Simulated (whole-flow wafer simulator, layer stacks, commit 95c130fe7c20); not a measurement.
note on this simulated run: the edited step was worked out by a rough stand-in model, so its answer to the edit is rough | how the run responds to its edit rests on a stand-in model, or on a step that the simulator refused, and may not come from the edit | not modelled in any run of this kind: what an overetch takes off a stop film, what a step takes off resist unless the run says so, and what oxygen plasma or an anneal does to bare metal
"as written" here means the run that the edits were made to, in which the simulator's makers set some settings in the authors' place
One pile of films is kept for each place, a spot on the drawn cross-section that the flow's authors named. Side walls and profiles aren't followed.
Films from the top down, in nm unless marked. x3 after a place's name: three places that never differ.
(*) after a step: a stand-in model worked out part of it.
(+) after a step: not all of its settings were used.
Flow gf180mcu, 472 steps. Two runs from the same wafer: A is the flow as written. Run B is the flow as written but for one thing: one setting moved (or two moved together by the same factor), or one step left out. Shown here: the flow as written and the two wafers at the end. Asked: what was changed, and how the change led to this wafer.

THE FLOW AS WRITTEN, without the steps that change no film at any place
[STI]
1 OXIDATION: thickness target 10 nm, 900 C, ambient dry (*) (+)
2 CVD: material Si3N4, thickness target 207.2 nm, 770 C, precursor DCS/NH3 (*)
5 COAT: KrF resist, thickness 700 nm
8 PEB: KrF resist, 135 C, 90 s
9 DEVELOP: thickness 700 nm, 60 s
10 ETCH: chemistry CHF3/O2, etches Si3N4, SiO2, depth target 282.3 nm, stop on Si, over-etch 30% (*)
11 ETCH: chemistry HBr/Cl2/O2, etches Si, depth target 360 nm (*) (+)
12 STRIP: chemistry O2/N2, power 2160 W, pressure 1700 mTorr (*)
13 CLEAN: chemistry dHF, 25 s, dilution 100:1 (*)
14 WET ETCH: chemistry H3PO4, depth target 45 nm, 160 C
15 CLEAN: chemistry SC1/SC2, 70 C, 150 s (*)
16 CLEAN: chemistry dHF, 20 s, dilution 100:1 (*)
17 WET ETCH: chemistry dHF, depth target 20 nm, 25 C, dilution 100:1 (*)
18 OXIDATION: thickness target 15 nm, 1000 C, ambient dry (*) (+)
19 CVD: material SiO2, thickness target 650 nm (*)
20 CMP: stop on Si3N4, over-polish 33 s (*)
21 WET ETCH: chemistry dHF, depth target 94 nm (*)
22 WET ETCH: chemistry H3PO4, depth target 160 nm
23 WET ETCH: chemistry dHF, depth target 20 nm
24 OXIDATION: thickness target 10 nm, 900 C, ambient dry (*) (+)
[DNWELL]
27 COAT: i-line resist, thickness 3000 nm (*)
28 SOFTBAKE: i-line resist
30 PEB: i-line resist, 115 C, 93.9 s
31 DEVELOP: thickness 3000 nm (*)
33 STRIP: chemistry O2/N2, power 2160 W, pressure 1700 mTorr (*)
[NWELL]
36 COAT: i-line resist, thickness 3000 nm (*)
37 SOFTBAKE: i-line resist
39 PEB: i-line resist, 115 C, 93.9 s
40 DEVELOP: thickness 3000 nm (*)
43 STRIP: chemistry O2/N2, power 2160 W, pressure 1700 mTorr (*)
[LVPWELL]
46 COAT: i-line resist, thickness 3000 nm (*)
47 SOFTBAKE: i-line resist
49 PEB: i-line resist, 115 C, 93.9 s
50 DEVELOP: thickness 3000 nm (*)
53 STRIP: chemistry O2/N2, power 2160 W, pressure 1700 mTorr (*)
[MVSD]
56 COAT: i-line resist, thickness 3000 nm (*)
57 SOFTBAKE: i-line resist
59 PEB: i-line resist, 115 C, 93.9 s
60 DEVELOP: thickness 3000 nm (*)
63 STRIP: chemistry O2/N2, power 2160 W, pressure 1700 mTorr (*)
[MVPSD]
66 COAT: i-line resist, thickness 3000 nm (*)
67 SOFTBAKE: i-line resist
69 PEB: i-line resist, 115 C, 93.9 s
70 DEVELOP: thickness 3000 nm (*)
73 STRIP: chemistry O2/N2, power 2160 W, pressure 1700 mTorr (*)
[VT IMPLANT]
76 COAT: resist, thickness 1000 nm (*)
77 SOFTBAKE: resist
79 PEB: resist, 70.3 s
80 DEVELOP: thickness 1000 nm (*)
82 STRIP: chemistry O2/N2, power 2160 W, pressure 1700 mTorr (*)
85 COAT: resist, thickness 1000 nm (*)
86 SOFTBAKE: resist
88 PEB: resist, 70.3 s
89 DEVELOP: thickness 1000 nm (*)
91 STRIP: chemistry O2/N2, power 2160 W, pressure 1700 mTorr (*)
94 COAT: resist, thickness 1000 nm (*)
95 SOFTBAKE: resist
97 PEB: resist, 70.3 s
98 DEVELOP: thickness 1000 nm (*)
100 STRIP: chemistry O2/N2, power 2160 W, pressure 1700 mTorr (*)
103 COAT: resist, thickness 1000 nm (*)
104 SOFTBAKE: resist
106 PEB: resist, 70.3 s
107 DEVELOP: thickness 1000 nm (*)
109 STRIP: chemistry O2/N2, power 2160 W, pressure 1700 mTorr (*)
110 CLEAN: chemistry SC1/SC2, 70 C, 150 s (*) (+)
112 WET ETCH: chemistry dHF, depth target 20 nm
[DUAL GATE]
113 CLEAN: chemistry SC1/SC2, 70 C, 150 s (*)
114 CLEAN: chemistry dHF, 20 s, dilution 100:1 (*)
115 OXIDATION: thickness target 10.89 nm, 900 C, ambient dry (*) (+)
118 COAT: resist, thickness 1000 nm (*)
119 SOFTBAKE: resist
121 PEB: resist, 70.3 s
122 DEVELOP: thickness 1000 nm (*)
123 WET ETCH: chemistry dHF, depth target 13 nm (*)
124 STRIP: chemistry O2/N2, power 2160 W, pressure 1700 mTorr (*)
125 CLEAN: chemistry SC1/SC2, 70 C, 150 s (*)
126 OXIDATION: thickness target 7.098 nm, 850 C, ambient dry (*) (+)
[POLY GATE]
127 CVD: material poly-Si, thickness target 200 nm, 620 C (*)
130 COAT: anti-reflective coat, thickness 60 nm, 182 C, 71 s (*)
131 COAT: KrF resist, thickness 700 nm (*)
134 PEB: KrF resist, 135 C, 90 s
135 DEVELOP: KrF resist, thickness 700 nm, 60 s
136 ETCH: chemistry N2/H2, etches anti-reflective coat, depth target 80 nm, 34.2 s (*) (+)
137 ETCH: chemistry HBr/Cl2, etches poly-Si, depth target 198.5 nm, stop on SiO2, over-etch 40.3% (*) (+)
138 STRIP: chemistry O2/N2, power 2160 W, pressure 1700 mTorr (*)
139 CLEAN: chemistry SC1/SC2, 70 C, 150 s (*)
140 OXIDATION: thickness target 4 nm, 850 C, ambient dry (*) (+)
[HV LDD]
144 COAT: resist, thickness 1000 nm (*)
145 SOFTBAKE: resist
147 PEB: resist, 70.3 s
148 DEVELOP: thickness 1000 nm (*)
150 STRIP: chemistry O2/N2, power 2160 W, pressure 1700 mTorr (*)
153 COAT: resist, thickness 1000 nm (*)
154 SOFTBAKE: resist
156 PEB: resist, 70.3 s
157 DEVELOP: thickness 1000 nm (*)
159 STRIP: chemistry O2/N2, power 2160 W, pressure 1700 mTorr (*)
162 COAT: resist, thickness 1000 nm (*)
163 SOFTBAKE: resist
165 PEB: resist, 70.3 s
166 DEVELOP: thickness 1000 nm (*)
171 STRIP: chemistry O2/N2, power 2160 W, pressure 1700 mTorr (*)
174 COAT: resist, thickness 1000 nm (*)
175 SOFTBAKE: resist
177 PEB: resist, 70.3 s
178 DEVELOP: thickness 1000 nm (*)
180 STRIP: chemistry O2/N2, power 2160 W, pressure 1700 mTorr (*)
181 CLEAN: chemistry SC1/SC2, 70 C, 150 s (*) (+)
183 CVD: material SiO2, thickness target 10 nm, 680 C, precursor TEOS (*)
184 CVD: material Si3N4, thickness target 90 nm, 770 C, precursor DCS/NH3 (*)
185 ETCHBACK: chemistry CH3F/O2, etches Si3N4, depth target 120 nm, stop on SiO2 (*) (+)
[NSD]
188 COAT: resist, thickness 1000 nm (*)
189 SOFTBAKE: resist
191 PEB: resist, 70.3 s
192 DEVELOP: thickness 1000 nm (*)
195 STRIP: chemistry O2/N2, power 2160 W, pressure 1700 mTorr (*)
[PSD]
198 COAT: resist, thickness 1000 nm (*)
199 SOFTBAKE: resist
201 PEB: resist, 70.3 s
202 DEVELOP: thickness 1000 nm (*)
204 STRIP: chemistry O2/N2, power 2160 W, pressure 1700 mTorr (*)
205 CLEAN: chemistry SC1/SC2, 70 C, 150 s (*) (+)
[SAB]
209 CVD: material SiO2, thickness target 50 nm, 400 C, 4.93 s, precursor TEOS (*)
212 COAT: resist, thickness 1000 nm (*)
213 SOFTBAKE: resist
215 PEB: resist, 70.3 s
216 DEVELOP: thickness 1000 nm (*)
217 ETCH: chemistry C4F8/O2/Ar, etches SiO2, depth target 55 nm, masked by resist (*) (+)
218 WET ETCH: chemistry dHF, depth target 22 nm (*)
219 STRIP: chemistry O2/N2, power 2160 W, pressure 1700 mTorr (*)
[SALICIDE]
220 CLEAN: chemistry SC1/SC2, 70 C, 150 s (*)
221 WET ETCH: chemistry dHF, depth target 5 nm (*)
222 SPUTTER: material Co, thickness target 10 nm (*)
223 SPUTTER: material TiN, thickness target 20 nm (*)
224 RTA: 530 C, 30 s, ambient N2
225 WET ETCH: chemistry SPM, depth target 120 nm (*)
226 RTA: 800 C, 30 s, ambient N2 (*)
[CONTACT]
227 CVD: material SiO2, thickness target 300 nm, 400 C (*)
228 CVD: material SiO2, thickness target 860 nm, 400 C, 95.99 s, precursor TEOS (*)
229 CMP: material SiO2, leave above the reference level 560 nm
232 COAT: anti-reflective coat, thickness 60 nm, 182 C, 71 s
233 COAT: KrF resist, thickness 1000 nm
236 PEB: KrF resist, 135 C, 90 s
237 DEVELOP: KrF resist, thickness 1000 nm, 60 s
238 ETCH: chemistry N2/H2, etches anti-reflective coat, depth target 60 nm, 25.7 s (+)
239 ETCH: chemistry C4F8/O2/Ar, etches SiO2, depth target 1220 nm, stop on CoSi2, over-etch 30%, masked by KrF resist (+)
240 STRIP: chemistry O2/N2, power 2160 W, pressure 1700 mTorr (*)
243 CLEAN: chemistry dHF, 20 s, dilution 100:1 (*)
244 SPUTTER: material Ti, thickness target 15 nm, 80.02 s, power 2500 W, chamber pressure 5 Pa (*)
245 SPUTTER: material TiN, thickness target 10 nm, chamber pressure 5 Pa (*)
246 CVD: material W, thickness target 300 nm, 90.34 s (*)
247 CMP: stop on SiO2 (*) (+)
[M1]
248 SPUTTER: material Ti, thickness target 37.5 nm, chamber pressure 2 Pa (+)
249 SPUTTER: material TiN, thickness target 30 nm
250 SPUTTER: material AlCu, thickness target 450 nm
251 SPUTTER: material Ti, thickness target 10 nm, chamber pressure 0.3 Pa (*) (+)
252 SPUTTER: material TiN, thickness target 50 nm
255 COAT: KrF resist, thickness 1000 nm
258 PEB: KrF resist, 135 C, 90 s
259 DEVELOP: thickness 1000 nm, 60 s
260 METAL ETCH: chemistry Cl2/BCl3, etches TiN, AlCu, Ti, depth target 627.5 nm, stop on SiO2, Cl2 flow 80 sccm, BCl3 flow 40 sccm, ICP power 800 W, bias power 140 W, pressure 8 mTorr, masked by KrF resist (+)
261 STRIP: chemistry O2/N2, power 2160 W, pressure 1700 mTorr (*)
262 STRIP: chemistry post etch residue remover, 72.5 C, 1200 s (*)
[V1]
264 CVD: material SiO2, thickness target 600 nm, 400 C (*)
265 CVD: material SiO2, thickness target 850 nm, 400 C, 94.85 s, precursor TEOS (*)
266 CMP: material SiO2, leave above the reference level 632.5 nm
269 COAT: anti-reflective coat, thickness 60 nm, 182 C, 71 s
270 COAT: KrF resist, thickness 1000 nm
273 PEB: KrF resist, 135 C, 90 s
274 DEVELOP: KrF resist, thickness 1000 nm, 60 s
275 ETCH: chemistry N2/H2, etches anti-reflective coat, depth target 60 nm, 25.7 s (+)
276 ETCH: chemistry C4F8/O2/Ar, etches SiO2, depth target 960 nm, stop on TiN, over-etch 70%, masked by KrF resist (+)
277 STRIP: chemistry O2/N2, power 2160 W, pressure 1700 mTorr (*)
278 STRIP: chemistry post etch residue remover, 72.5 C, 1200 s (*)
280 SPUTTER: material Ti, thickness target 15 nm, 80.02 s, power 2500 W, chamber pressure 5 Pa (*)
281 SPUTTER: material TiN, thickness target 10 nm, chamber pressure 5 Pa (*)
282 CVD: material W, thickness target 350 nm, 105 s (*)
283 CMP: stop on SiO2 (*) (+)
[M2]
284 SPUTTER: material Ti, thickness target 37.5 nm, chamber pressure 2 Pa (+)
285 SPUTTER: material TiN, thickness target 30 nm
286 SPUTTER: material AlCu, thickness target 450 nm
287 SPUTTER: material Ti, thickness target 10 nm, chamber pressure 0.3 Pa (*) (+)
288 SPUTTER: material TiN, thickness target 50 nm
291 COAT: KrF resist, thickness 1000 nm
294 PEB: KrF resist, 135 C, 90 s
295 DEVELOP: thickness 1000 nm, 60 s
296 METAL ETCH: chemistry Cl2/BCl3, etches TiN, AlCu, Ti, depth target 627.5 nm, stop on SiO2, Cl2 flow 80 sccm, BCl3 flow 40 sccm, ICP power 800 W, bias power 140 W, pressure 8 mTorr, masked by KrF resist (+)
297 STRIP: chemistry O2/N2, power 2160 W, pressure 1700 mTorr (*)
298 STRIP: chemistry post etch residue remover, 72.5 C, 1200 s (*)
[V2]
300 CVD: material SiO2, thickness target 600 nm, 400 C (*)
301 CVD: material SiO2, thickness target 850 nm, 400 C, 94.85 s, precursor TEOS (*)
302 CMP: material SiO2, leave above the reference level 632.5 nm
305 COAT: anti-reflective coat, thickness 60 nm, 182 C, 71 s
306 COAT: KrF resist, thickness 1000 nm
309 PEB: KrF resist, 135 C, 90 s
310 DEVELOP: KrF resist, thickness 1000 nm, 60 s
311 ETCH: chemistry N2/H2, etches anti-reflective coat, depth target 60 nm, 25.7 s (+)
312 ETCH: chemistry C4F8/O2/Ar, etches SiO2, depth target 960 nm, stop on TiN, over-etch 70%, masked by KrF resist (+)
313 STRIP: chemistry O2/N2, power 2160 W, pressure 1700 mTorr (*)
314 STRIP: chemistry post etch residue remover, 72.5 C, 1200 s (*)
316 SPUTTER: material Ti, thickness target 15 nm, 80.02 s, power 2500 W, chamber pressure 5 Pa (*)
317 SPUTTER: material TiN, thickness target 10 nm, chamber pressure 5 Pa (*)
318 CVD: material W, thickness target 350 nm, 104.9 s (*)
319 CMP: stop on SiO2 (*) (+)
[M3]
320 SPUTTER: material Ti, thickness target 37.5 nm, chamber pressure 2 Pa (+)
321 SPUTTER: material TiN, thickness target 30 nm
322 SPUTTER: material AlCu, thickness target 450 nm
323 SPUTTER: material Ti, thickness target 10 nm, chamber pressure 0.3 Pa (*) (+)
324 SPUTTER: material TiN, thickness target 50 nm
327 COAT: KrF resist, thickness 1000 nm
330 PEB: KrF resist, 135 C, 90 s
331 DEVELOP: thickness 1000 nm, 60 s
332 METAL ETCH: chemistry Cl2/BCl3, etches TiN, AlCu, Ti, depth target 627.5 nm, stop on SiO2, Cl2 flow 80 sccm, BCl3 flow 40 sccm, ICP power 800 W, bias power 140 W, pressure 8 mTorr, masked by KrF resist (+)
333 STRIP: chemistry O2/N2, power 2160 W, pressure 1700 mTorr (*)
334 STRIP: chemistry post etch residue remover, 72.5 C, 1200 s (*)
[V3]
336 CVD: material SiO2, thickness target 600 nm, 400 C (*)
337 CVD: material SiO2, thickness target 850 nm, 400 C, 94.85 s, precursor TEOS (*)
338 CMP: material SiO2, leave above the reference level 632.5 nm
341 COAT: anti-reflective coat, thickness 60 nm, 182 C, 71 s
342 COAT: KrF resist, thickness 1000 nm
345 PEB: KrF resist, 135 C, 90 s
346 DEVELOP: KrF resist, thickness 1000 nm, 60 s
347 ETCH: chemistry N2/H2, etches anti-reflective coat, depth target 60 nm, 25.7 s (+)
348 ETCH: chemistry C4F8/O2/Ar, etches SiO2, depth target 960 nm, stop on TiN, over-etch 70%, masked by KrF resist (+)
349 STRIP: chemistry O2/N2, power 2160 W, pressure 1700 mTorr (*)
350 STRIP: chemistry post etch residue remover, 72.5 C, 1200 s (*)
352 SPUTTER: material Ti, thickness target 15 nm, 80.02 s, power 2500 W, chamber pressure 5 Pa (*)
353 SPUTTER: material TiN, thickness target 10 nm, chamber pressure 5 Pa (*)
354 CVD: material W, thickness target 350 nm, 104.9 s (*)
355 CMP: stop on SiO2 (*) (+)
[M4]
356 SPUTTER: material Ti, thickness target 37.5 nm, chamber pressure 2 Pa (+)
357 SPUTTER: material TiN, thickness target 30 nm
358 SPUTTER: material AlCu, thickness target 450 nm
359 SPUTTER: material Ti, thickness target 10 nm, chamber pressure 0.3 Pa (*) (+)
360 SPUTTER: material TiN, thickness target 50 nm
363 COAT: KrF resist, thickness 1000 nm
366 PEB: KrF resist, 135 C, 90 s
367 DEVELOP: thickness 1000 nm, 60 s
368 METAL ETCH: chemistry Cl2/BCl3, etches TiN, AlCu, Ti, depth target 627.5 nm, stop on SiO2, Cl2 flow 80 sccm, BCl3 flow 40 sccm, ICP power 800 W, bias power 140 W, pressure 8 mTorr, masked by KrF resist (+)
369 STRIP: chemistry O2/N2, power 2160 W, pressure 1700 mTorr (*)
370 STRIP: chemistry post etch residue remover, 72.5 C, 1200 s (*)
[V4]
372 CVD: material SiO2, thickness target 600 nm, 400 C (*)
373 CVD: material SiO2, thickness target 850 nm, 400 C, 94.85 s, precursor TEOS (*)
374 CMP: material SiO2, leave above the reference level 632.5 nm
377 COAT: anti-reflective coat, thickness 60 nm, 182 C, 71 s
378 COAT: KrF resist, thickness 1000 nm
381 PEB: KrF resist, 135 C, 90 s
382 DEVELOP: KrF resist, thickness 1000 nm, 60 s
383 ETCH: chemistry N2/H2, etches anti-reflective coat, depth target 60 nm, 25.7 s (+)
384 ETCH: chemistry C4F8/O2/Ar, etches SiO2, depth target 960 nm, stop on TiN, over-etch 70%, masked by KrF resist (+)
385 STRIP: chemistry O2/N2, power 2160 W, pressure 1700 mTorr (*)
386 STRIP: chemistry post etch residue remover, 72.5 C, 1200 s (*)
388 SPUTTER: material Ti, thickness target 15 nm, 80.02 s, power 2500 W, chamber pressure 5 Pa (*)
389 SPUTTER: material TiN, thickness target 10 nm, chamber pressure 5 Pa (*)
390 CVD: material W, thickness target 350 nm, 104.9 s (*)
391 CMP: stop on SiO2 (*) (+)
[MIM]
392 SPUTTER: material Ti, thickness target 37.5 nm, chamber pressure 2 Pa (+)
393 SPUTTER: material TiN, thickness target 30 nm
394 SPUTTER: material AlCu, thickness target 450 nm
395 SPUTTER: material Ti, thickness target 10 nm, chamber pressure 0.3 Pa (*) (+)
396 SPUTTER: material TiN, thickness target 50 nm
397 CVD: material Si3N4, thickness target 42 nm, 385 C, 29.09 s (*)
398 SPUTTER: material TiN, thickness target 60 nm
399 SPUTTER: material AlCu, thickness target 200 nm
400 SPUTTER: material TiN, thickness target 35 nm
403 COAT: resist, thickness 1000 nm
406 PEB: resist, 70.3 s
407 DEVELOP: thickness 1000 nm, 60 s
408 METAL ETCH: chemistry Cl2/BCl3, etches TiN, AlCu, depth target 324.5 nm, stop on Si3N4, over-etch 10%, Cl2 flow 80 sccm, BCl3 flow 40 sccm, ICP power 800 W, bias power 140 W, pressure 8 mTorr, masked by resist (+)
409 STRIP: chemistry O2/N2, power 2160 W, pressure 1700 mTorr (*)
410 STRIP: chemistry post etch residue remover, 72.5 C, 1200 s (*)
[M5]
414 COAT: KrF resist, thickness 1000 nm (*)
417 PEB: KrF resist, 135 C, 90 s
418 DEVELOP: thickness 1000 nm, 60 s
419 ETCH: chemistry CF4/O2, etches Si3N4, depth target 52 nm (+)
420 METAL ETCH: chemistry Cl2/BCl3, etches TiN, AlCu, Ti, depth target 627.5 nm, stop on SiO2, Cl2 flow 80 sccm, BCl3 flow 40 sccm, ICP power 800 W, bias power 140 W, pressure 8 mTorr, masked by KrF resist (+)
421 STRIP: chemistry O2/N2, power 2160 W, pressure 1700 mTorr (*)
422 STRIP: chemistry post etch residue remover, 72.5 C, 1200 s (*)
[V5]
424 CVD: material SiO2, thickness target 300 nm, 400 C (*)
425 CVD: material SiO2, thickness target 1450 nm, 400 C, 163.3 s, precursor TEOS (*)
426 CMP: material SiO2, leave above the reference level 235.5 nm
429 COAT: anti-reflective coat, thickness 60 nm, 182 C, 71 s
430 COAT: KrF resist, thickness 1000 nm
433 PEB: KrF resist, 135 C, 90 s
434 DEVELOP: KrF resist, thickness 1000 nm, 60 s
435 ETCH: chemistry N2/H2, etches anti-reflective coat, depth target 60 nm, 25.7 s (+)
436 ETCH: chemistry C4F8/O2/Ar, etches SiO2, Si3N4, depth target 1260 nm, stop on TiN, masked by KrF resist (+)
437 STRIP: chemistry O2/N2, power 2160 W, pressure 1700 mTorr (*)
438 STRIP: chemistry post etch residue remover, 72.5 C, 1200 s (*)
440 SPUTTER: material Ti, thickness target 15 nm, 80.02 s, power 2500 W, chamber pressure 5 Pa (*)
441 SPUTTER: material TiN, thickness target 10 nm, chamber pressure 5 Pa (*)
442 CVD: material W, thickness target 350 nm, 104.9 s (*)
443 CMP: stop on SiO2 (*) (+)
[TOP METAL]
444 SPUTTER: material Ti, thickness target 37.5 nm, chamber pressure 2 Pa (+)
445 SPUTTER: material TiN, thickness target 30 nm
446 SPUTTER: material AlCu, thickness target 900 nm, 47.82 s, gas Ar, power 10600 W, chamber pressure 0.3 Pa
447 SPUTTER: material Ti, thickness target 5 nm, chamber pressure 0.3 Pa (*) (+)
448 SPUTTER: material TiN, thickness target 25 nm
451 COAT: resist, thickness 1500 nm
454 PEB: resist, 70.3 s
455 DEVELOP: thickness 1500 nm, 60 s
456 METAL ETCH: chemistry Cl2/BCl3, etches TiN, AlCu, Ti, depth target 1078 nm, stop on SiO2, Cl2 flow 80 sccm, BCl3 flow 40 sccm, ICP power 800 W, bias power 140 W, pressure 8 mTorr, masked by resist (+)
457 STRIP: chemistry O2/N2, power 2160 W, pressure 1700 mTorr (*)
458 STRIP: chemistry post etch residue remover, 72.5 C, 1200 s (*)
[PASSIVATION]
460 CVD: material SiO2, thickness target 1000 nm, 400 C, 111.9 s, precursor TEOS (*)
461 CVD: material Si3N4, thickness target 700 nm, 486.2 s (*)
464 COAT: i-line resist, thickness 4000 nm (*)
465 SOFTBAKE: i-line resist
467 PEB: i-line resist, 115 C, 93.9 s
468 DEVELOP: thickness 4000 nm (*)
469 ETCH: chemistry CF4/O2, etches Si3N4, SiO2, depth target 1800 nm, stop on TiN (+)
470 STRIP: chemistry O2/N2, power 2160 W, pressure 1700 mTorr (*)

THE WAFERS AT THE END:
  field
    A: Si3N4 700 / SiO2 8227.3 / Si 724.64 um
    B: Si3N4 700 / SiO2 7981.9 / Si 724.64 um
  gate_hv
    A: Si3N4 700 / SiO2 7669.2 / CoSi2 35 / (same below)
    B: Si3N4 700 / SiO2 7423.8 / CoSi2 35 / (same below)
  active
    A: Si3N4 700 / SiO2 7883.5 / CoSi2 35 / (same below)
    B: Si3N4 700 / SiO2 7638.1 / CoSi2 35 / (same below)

The cause: step 460, CVD: thickness target 750 nm was run, where the flow has thickness target 1000 nm; step 460, CVD: 83.96 s was run, where the flow has 111.9 s.

How the change led to this, step by step:
  460 CVD: material SiO2, thickness target 1000 nm, 400 C, 111.9 s, precursor TEOS (*)
      field, field__w1, field__w2 and 103 more: A SiO2 +1000 | B SiO2 +754.6
      field__w8, contact, m1, m1__w1, pad, m1_nw: A SiO2 +1000 (new film) | B SiO2 +754.6 (new film)
  465 SOFTBAKE: i-line resist
      gate: A i-line resist +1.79 | B i-line resist -0.33
      ld_acc_p, ld_fp_p, ld_drift_p: A i-line resist +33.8 | B i-line resist +27
      (and at 57 more places)
  469 ETCH: chemistry CF4/O2, etches Si3N4, SiO2, depth target 1800 nm, stop on TiN (+)
      pad: A Si3N4 -700 (all of it), SiO2 -1000 (all of it) | B Si3N4 -700 (all of it), SiO2 -754.6 (all of it)
